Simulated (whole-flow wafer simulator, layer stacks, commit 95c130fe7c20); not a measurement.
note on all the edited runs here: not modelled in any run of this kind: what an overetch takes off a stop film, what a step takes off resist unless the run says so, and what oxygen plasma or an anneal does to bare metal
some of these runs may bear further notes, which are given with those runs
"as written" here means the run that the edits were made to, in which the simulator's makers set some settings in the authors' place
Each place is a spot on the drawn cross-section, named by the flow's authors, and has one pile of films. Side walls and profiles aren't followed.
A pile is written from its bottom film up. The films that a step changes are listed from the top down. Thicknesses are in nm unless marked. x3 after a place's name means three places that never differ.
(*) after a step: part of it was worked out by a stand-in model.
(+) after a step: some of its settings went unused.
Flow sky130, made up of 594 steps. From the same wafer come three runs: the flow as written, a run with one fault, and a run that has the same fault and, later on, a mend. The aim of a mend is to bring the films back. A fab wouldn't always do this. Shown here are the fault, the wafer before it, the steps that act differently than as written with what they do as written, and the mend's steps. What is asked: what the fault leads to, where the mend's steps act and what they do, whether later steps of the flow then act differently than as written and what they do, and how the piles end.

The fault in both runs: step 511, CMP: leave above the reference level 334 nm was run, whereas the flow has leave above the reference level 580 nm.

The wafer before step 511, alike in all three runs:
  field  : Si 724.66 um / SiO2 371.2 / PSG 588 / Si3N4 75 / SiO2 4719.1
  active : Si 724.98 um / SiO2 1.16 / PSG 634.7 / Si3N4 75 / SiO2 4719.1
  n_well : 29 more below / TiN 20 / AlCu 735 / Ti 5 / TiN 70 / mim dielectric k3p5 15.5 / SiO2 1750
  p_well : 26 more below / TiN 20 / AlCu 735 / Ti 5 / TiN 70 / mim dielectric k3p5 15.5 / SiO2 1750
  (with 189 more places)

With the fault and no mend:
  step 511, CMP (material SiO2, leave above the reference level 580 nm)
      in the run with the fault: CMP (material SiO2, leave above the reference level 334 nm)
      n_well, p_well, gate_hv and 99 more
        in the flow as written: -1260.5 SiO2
        in the run with the fault: -1506.5 SiO2
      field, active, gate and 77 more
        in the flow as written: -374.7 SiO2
        in the run with the fault: -620.7 SiO2
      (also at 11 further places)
  Later steps of the flow acting differently than as written:
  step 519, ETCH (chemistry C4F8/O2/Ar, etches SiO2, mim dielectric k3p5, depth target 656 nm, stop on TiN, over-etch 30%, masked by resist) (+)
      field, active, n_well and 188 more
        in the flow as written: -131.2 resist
        in the run with the fault: -67.5 resist
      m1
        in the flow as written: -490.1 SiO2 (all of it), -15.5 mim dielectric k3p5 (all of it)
        in the run with the fault: -244.1 SiO2 (all of it), -15.5 mim dielectric k3p5 (all of it)
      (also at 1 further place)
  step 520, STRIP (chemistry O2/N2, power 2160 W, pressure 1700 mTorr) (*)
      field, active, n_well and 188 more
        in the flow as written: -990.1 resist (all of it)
        in the run with the fault: -1053.8 resist (all of it)
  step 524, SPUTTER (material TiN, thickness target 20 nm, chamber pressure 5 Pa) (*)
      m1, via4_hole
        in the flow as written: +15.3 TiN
        in the run with the fault: +17.2 TiN
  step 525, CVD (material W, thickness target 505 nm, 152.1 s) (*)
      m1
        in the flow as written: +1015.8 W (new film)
        in the run with the fault: +571.1 W (new film)
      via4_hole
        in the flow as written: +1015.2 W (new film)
        in the run with the fault: +572.3 W (new film)
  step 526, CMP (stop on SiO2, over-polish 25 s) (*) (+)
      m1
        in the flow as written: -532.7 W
        in the run with the fault: -335.9 W
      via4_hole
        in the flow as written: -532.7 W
        in the run with the fault: -337.7 W
  The piles end different from the flow's at field, active, n_well and 190 more by more than 2% or 0.5 nm, whichever is larger.
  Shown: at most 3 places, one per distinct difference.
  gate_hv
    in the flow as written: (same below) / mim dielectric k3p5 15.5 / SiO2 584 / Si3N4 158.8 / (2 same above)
    in the run with the fault: (same below) / mim dielectric k3p5 15.5 / SiO2 338 / Si3N4 158.8 / (2 same above)
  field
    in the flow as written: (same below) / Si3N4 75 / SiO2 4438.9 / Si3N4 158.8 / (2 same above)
    in the run with the fault: (same below) / Si3N4 75 / SiO2 4192.9 / Si3N4 158.8 / (2 same above)
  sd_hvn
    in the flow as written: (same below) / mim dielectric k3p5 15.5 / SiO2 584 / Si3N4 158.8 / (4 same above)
    in the run with the fault: (same below) / mim dielectric k3p5 15.5 / SiO2 338 / Si3N4 158.8 / (4 same above)

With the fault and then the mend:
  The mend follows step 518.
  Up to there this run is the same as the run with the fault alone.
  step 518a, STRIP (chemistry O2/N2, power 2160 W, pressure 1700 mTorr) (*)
      field, active, n_well and 188 more
        -1121.3 resist (all of it)
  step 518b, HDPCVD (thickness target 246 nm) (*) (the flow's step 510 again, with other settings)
      field, active, n_well and 190 more
        +246 SiO2
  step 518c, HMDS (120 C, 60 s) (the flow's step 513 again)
      does not change any film at any place that is followed
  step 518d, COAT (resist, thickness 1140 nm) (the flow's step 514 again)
      field, active, n_well and 190 more
        +1140 resist (new film)
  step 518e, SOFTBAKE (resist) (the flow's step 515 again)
      does not change any film at any place that is followed
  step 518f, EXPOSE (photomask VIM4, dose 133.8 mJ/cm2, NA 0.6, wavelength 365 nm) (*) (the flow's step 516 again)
      does not change any film at any place that is followed
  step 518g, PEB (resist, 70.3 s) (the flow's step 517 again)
      field, active, n_well and 190 more
        -18.7 resist
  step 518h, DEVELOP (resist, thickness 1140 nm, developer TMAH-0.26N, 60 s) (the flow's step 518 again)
      m1, via4_hole
        -1121.3 resist (all of it)
  Later steps of the flow that are run all act as written at every place that is followed.
  By the end, the piles equal the flow's at every place that both follow.
